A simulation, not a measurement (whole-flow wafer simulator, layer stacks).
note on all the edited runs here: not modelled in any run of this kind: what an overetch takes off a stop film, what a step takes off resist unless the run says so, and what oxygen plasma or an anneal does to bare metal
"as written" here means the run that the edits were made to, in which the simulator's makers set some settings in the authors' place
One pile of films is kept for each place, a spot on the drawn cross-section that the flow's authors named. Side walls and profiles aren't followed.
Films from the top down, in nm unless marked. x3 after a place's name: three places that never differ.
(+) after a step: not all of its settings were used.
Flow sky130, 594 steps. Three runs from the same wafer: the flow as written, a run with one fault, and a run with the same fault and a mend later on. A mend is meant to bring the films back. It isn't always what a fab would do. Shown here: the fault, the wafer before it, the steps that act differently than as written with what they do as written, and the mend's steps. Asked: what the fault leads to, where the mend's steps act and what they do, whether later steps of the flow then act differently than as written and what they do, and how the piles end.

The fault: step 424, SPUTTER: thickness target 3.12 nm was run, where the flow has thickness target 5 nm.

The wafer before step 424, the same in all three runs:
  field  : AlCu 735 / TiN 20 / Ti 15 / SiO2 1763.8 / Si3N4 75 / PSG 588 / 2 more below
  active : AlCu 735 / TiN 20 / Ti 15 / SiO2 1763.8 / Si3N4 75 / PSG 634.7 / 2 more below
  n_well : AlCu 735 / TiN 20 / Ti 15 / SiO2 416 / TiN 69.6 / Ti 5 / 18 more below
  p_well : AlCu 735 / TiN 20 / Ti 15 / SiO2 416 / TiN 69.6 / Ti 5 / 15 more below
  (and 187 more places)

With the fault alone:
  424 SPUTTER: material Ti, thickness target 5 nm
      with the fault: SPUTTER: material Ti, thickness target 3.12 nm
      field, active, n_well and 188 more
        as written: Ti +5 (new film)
        with the fault: Ti +3.12 (new film)
  Later steps of the flow that act differently than as written (14 more steps differ only slightly, by at most 2% or 0.5 nm, whichever is larger, and aren't shown):
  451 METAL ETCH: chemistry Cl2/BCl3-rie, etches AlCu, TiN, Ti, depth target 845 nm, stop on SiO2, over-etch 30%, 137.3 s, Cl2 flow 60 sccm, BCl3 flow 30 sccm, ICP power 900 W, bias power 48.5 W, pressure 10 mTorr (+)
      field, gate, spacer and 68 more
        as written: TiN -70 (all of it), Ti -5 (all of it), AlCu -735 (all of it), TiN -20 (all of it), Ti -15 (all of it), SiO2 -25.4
        with the fault: TiN -70 (all of it), Ti -3.12 (all of it), AlCu -735 (all of it), TiN -20 (all of it), Ti -15 (all of it), SiO2 -25.5
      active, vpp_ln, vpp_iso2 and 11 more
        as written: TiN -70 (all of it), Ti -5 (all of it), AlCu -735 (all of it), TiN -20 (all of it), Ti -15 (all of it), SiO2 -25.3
        with the fault: TiN -70 (all of it), Ti -3.12 (all of it), AlCu -735 (all of it), TiN -20 (all of it), Ti -15 (all of it), SiO2 -25.5
  At the end the piles differ from the flow's by more than 2% or 0.5 nm, whichever is larger, at n_well, p_well, gate_hv and 104 more.
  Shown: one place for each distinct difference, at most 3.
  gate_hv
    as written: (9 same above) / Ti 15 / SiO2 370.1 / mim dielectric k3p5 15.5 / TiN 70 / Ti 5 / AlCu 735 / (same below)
    with the fault: (9 same above) / Ti 15 / SiO2 372 / mim dielectric k3p5 15.5 / TiN 70 / Ti 3.12 / AlCu 735 / (same below)
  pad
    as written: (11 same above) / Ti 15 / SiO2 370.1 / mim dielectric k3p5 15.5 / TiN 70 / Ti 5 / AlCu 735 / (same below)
    with the fault: (11 same above) / Ti 15 / SiO2 372 / mim dielectric k3p5 15.5 / TiN 70 / Ti 3.12 / AlCu 735 / (same below)
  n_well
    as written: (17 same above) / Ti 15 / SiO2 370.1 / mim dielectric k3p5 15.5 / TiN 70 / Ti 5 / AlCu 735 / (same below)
    with the fault: (17 same above) / Ti 15 / SiO2 372 / mim dielectric k3p5 15.5 / TiN 70 / Ti 3.12 / AlCu 735 / (same below)

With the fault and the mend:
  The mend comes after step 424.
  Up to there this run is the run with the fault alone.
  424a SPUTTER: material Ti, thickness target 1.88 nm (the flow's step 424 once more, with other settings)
      field, active, n_well and 188 more
        Ti +1.88
  No later step of the flow acts differently than as written at any place that is followed.
  At the end the piles are the same as the flow's at every place that both follow.
